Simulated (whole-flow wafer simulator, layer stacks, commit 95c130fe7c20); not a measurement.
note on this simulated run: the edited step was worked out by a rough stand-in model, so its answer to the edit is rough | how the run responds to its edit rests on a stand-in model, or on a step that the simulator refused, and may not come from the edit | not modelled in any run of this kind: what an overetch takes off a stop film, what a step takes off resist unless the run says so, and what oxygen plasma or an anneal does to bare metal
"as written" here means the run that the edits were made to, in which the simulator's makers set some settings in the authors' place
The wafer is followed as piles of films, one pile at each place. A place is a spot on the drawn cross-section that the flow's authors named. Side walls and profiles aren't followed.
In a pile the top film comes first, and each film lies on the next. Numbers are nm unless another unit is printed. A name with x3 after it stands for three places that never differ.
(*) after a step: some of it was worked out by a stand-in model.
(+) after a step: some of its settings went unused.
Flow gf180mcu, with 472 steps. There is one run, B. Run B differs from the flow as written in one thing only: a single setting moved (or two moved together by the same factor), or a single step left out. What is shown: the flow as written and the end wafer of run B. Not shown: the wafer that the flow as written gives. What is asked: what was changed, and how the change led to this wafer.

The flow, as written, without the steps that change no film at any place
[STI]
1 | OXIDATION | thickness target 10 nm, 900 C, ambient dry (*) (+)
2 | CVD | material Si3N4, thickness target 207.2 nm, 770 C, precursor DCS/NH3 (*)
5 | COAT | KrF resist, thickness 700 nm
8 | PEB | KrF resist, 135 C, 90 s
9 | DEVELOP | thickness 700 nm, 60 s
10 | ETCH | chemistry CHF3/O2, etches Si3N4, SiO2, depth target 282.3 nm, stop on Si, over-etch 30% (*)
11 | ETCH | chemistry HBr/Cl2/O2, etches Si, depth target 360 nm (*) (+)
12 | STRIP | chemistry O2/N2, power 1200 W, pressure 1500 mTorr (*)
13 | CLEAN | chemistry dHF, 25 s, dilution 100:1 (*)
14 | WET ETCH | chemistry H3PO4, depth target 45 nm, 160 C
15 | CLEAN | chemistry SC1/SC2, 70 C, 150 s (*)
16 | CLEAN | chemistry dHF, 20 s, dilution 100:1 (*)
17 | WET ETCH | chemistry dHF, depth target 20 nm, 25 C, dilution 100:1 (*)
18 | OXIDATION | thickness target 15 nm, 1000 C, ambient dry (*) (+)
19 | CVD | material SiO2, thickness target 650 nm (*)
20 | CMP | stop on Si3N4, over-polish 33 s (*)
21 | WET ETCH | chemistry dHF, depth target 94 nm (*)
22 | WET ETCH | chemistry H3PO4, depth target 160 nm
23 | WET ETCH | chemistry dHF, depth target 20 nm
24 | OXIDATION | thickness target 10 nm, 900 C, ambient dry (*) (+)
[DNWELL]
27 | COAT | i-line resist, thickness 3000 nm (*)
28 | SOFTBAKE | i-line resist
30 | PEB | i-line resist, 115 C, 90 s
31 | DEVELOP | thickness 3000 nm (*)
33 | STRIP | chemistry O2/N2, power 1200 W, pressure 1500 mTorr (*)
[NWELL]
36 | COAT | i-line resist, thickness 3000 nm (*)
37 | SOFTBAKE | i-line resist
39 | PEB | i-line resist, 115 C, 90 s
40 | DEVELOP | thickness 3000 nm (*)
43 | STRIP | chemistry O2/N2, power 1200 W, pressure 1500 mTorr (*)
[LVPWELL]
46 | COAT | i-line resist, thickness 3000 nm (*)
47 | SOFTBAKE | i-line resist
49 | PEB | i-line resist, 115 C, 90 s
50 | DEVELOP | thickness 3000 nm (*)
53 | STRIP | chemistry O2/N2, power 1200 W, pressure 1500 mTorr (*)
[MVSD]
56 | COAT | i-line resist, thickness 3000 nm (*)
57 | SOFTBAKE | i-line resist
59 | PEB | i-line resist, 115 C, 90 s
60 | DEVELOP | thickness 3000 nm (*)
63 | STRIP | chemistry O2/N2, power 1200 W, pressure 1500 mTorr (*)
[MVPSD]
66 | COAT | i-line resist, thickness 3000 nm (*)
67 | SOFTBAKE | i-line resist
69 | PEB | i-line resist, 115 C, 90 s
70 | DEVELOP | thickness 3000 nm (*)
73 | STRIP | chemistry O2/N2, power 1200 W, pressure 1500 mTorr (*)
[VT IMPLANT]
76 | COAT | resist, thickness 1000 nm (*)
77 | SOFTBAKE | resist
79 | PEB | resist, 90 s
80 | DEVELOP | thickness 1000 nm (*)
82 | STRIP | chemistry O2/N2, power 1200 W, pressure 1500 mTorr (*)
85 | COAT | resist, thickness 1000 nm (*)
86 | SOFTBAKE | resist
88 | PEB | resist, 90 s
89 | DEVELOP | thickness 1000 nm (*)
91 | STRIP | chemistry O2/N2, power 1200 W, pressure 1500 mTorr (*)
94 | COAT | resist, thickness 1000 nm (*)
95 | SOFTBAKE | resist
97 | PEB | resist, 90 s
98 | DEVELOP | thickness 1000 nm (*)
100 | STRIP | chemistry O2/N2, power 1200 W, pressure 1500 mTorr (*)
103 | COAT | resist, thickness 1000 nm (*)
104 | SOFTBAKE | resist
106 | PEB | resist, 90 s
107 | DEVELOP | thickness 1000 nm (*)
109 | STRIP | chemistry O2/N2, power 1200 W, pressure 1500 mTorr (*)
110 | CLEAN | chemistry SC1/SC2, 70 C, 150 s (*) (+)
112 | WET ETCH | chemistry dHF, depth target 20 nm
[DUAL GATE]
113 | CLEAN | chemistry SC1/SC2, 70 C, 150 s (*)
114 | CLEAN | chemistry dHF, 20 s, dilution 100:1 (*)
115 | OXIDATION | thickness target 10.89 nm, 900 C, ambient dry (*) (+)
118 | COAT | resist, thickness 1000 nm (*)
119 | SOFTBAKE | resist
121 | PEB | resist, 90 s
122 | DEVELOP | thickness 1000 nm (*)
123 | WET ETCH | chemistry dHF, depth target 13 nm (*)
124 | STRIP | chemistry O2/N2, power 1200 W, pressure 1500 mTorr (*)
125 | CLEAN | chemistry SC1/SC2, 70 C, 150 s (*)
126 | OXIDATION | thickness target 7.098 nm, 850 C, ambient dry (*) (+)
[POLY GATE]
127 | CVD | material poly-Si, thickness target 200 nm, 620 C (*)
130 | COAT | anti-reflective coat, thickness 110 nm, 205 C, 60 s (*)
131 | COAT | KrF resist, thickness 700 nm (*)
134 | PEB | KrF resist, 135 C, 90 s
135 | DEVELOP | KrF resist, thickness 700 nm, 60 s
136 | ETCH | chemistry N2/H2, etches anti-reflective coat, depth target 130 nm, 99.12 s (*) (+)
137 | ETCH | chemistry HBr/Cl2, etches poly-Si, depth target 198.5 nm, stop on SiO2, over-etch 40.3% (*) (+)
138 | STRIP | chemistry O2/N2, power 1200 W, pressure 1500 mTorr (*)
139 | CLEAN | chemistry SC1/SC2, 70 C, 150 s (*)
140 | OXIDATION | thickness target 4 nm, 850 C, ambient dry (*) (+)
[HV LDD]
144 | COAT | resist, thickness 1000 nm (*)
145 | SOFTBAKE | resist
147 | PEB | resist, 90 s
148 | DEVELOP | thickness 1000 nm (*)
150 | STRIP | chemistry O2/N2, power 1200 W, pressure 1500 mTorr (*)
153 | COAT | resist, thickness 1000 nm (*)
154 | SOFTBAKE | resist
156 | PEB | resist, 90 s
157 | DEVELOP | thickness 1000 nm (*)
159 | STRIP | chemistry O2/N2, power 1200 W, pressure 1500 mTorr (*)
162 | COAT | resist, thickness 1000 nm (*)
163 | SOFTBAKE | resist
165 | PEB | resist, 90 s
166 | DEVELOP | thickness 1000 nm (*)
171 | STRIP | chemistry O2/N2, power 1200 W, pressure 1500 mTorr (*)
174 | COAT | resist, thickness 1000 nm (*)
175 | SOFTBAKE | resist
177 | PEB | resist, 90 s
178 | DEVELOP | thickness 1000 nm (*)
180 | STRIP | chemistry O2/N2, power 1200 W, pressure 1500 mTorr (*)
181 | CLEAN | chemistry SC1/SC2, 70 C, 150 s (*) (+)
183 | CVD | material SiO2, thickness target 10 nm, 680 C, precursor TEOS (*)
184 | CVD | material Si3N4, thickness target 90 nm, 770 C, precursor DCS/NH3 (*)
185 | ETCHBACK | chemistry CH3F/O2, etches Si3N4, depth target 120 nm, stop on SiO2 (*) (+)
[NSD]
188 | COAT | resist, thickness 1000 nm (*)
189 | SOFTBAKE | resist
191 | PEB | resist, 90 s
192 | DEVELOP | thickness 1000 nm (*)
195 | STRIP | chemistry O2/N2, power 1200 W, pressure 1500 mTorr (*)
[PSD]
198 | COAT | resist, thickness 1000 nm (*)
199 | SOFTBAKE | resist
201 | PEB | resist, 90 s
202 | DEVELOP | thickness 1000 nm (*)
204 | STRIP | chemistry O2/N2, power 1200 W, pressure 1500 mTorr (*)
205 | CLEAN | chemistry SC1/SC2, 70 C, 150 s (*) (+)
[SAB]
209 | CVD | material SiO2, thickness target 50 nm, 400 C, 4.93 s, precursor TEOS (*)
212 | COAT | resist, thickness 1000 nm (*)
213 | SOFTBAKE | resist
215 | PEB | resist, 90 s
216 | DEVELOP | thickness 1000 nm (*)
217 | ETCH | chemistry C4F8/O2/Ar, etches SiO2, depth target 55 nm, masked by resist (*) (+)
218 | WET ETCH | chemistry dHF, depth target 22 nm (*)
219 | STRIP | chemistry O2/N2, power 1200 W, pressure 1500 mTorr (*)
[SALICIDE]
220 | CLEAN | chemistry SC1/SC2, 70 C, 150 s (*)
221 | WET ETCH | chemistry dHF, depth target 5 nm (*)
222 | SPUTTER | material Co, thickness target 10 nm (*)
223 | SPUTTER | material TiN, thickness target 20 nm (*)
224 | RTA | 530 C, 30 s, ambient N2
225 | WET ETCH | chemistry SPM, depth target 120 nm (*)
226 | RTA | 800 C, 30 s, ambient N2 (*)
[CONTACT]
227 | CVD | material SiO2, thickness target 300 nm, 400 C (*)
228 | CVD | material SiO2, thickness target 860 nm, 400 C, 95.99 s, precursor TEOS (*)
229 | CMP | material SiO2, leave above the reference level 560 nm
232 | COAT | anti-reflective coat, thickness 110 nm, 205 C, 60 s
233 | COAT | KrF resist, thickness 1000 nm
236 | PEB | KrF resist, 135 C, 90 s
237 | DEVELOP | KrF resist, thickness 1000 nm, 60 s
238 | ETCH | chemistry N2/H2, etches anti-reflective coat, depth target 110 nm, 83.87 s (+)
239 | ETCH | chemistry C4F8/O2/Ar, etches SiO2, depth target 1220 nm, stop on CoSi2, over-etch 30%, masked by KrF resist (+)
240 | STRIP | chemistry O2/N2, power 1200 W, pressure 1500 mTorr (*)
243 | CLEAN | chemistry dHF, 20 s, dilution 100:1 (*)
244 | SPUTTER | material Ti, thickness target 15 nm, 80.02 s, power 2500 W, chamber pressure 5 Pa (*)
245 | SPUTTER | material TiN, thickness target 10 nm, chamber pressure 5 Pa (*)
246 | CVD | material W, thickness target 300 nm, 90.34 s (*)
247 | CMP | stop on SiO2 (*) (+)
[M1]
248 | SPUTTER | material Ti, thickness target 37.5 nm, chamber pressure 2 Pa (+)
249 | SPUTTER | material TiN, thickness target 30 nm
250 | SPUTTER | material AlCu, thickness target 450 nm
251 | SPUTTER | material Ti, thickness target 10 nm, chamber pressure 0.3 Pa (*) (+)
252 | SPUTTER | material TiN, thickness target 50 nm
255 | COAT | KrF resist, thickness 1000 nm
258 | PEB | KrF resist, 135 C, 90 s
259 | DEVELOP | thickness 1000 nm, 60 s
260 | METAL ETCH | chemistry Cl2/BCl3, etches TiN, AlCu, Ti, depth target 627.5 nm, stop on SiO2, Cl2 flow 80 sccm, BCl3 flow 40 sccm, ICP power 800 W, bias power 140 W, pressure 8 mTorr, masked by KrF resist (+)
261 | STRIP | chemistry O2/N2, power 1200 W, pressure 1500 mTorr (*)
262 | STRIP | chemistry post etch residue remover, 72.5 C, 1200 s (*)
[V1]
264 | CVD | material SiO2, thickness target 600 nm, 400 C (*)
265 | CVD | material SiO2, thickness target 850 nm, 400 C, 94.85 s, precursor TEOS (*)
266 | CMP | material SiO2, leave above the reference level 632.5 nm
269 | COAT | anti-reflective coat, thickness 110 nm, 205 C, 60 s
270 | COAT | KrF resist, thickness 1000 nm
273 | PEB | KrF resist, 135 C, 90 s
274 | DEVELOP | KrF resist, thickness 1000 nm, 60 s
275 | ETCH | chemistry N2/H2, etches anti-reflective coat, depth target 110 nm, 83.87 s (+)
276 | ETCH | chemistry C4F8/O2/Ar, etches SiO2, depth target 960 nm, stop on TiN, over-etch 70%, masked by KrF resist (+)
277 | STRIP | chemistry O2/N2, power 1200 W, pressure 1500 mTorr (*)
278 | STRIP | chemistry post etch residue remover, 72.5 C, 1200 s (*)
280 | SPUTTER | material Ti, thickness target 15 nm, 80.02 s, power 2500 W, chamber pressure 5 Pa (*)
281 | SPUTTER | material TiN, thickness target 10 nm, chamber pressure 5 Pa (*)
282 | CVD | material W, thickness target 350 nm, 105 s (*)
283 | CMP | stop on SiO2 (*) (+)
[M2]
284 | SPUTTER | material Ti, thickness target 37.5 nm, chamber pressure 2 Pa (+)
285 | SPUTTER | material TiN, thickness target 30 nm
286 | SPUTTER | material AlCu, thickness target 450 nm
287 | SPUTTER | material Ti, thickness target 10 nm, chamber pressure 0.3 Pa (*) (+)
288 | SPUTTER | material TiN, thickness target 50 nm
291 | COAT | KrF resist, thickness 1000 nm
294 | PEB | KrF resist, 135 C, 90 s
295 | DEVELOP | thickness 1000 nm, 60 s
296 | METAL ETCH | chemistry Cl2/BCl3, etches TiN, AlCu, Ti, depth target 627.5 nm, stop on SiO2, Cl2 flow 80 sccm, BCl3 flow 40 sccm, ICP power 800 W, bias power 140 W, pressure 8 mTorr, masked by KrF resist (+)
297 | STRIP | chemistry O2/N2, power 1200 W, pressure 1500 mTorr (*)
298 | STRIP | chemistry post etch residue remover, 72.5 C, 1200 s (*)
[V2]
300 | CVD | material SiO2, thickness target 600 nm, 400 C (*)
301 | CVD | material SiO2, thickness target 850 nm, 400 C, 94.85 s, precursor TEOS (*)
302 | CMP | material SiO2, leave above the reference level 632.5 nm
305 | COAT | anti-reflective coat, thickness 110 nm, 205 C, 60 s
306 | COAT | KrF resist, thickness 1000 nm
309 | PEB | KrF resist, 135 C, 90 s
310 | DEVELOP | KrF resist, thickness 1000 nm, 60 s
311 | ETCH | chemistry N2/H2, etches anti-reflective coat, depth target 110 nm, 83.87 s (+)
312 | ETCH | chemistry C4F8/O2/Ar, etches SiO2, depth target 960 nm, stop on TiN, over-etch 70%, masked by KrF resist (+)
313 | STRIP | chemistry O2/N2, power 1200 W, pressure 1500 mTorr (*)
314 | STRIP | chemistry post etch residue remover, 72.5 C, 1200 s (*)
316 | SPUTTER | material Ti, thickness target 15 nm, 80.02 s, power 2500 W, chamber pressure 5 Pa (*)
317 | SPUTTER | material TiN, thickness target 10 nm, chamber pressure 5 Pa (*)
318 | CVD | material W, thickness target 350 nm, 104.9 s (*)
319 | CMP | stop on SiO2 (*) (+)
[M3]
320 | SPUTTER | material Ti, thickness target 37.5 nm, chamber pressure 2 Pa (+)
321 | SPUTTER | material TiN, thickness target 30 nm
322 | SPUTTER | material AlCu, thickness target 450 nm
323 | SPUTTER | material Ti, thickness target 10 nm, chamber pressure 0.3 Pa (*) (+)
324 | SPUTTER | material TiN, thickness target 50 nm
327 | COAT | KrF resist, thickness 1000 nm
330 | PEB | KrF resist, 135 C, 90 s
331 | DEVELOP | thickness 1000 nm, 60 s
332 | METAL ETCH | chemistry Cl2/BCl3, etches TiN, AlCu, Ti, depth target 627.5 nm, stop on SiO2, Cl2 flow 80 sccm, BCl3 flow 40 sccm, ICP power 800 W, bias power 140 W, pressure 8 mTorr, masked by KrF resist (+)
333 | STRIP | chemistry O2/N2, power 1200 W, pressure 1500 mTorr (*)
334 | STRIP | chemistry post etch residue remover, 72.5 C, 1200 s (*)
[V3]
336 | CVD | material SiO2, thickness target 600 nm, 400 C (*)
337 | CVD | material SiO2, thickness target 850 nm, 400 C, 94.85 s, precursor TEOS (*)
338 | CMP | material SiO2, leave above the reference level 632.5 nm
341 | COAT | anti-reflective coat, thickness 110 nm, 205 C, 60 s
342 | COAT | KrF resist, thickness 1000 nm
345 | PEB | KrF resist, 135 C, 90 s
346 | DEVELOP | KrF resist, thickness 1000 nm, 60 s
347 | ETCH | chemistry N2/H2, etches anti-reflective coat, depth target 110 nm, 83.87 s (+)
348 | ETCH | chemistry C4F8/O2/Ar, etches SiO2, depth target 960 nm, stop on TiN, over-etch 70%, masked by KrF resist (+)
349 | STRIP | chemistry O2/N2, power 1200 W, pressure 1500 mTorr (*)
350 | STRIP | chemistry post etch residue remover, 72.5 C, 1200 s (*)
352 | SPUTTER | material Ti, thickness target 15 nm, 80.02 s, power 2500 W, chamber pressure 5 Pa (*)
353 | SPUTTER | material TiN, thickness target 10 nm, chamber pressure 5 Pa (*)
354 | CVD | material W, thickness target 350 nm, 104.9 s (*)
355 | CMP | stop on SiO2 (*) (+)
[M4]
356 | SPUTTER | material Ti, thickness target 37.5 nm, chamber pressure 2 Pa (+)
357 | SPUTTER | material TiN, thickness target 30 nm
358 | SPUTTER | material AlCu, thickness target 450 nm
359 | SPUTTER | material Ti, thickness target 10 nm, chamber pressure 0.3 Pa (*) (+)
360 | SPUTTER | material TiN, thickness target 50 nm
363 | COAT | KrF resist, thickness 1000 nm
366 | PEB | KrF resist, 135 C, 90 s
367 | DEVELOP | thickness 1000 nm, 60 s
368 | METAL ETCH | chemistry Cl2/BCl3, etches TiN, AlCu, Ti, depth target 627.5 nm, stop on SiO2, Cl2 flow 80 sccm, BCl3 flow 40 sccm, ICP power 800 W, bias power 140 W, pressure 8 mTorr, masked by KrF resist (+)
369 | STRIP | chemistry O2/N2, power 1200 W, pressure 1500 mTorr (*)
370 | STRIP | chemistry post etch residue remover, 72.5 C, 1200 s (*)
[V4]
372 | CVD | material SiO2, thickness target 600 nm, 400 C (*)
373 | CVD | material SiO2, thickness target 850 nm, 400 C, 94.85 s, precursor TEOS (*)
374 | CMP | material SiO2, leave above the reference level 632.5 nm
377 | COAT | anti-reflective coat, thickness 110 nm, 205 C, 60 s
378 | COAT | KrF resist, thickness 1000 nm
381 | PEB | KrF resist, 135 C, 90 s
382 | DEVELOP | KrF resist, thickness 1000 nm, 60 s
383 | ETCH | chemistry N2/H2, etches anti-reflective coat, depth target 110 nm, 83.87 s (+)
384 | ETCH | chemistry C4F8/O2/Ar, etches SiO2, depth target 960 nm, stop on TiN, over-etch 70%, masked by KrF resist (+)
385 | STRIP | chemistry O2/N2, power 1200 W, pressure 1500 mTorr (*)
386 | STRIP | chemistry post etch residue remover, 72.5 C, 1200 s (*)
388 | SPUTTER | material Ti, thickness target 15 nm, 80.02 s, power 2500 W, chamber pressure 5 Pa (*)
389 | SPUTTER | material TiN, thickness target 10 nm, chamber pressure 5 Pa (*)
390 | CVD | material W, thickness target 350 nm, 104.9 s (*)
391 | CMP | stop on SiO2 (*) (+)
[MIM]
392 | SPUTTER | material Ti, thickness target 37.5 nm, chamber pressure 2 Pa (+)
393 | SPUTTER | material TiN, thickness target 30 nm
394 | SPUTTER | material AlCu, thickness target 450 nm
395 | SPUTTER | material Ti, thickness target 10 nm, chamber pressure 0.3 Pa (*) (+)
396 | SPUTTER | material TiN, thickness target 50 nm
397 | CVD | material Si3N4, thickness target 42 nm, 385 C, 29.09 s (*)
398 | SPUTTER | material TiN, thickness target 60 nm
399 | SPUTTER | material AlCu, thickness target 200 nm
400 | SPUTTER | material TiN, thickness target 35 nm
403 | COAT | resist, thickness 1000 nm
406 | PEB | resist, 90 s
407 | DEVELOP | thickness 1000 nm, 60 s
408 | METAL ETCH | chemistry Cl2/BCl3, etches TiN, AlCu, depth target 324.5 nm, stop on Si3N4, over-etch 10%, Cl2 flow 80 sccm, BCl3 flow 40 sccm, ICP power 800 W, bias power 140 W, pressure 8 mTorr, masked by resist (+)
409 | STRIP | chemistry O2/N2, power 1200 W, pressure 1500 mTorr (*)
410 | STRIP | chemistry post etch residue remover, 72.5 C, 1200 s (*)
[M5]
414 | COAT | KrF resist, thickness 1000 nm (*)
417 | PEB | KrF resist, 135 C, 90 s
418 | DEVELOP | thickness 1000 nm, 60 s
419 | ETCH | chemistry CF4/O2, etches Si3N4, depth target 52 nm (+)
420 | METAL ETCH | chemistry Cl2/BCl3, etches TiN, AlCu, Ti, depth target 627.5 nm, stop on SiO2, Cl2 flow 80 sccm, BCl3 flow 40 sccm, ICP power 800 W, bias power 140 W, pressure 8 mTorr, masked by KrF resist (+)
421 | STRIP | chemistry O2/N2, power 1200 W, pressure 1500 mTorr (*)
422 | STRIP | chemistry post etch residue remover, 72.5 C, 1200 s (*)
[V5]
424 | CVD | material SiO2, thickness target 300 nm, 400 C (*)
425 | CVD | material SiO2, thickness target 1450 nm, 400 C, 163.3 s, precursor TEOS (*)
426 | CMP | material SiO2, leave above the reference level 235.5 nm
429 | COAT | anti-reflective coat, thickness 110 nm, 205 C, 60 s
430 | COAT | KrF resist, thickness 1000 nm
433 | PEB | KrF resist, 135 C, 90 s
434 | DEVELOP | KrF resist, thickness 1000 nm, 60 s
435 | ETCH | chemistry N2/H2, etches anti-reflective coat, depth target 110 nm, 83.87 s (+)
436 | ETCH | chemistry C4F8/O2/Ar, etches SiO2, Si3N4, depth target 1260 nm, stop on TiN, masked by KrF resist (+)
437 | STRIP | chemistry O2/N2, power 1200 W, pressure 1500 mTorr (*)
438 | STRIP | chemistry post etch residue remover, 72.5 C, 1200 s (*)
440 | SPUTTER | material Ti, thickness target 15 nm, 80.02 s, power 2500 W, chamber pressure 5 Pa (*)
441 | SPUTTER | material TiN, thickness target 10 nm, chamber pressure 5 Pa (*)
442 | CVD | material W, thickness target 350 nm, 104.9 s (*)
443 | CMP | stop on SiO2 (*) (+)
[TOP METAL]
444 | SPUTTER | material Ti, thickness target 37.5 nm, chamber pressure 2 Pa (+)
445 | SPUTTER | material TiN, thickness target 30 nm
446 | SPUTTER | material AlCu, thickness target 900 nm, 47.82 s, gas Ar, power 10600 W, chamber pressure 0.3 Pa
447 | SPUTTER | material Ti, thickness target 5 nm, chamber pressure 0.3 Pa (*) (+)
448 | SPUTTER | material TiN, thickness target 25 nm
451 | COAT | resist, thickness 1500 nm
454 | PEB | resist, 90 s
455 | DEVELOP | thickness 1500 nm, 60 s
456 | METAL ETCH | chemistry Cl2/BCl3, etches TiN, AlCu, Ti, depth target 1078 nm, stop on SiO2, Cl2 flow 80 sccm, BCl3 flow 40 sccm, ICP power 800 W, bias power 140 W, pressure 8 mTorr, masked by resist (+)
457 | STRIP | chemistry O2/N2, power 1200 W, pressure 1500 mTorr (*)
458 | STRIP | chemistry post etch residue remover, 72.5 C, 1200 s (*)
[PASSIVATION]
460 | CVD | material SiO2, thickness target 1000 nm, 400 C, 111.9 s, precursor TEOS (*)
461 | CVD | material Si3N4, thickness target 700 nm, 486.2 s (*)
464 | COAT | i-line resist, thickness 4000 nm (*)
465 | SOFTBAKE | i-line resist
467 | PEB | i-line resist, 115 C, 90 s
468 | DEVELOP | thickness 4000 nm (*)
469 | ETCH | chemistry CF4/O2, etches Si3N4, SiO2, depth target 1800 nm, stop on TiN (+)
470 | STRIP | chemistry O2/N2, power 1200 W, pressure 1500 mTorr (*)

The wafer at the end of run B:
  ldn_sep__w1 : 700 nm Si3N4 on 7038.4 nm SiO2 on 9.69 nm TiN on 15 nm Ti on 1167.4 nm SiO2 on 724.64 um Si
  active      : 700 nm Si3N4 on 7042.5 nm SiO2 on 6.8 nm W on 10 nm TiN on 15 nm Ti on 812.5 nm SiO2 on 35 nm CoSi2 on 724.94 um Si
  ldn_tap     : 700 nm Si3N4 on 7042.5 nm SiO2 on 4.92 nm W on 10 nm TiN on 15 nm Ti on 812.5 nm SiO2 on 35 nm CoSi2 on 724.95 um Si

What caused this: step 228, CVD: thickness target 516 nm was run, while the flow as written has thickness target 860 nm.

How this came from the change, step by step:
  228 | CVD | material SiO2, thickness target 860 nm, 400 C, 95.99 s, precursor TEOS (*)
      field, field__w7, field__w8 and 70 more: SiO2 gains 516 (as written it would have been: SiO2 gains 860)
      field__w3, field__w12: SiO2 gains 488 (as written it would have been: SiO2 gains 807.3)
      (and at 36 other places as well)
  229 | CMP | material SiO2, leave above the reference level 560 nm
      ldn_sep__w1, ldn_sep__w2, ldn_dft and 8 more: nothing (as written it would have been: SiO2 loses 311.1)
      active, p_well, sd_n, iso_ptap_pw, iso_ntap_nw, iso_ptap_sub, vpnp_e: nothing (as written it would have been: SiO2 loses 299.9)
      (and at 93 other places as well)
  232 | COAT | anti-reflective coat, thickness 110 nm, 205 C, 60 s
      sti, mim_1p0, pad, dice_street: anti-reflective coat gains 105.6 (new film) (as written it would have been: anti-reflective coat gains 110 (new film))
      field, ld_drift_n: anti-reflective coat gains 124.2 (new film) (as written it would have been: anti-reflective coat gains 110 (new film))
      (and at 100 other places as well)
  238 | ETCH | chemistry N2/H2, etches anti-reflective coat, depth target 110 nm, 83.87 s (+)
      contact: anti-reflective coat loses 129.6 (all of it), SiO2 loses 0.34 (as written it would have been: anti-reflective coat loses 110 (all of it), SiO2 loses 0.85)
      polyc_n: anti-reflective coat loses 70.3 (all of it), SiO2 loses 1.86 (as written it would have been: anti-reflective coat loses 110 (all of it), SiO2 loses 0.85)
      (and at 1 other place as well)
  239 | ETCH | chemistry C4F8/O2/Ar, etches SiO2, depth target 1220 nm, stop on CoSi2, over-etch 30%, masked by KrF resist (+)
      field, field__w1, field__w2 and 105 more: KrF resist loses 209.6 (as written it would have been: KrF resist loses 223.4)
      contact: SiO2 loses 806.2 (all of it) (as written it would have been: SiO2 loses 859.2 (all of it))
  240 | STRIP | chemistry O2/N2, power 1200 W, pressure 1500 mTorr (*)
      sti, mim_1p0, pad, dice_street: KrF resist loses 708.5 (all of it), anti-reflective coat loses 105.6 (all of it) (as written it would have been: KrF resist loses 675.6 (all of it), anti-reflective coat loses 110 (all of it))
      p_well, sd_n: KrF resist loses 708.5 (all of it), anti-reflective coat loses 102.6 (all of it) (as written it would have been: KrF resist loses 675.6 (all of it), anti-reflective coat loses 110 (all of it))
      (and at 101 other places as well)
  244 | SPUTTER | material Ti, thickness target 15 nm, 80.02 s, power 2500 W, chamber pressure 5 Pa (*)
      field__w3: Ti gains 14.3 (new film) (as written it would have been: Ti gains 15 (new film))
      field__w12: Ti gains 14.2 (new film) (as written it would have been: Ti gains 15 (new film))
      (and at 1 other place as well)
  245 | SPUTTER | material TiN, thickness target 10 nm, chamber pressure 5 Pa (*)
      field__w12: TiN gains 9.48 (new film) (as written it would have been: TiN gains 10 (new film))
      ld_drift_p: TiN gains 9.33 (new film) (as written it would have been: TiN gains 10 (new film))
  246 | CVD | material W, thickness target 300 nm, 90.34 s (*)
      contact: W gains 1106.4 (new film) (as written it would have been: W gains 1167.5 (new film))
  247 | CMP | stop on SiO2 (*) (+)
      field__w5, field__w9, n_well and 31 more: W loses 300 (all of it), TiN loses 10 (all of it), Ti loses 15 (all of it) (as written it would have been: W loses 300 (all of it), TiN loses 10 (all of it), Ti loses 15 (all of it), SiO2 loses 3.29)
      ldn_sep__w1, ldn_sep__w2, ldn_dft and 8 more: W loses 292.1 (as written it would have been: W loses 300 (all of it), TiN loses 10 (all of it), Ti loses 15 (all of it), SiO2 loses 3.29)
      (and at 64 other places as well)
  248 | SPUTTER | material Ti, thickness target 37.5 nm, chamber pressure 2 Pa (+)
      field__w13, pplus_u: Ti gains 37.5 (as written it would have been: Ti gains 37.5 (new film))
  260 | METAL ETCH | chemistry Cl2/BCl3, etches TiN, AlCu, Ti, depth target 627.5 nm, stop on SiO2, Cl2 flow 80 sccm, BCl3 flow 40 sccm, ICP power 800 W, bias power 140 W, pressure 8 mTorr, masked by KrF resist (+)
      field, field__w1, field__w2 and 65 more: TiN loses 50 (all of it), Ti loses 10 (all of it), AlCu loses 450 (all of it), TiN loses 30 (all of it), Ti loses 37.5 (all of it), W loses 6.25 (as written it would have been: TiN loses 50 (all of it), Ti loses 10 (all of it), AlCu loses 450 (all of it), TiN loses 30 (all of it), Ti loses 37.5 (all of it))
      field__w13: TiN loses 50 (all of it), Ti loses 10 (all of it), AlCu loses 450 (all of it), TiN loses 30 (all of it), Ti loses 47.5 (all of it) (as written it would have been: TiN loses 50 (all of it), Ti loses 10 (all of it), AlCu loses 450 (all of it), TiN loses 30 (all of it), Ti loses 37.5 (all of it))
      (and at 1 other place as well)
  262 | STRIP | chemistry post etch residue remover, 72.5 C, 1200 s (*)
      field, field__w1, field__w2 and 49 more: W loses 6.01 (as written it would have been: nothing)
      ldn_sep__w1, ldn_out, ldp_sep__w1, ldp_dft, ldp_fld__w2: W loses 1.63 (all of it), TiN loses 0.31 (as written it would have been: nothing)
      (and at 11 other places as well)
  264 | CVD | material SiO2, thickness target 600 nm, 400 C (*)
      field, field__w1, field__w2 and 65 more: SiO2 gains 600 (new film) (as written it would have been: SiO2 gains 600)
  266 | CMP | material SiO2, leave above the reference level 632.5 nm
      field, field__w1, field__w2 and 49 more: SiO2 loses 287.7 (as written it would have been: SiO2 loses 300)
      ldn_sep__w1, ldn_sep__w2, ldn_dft and 8 more: SiO2 loses 291.8 (as written it would have been: SiO2 loses 300)
      (and at 7 other places as well)
With metal films that touch counted as one body, ldn_sep__w1 has 1 body; the flow as written gives 0 bodies.
With metal films that touch counted as one body, active has 2 bodies (between them, from the top down: SiO2 812.5); the flow as written gives 1 body.
With metal films that touch counted as one body, ldn_tap has 2 bodies (between them, from the top down: SiO2 812.5); the flow as written gives 1 body.
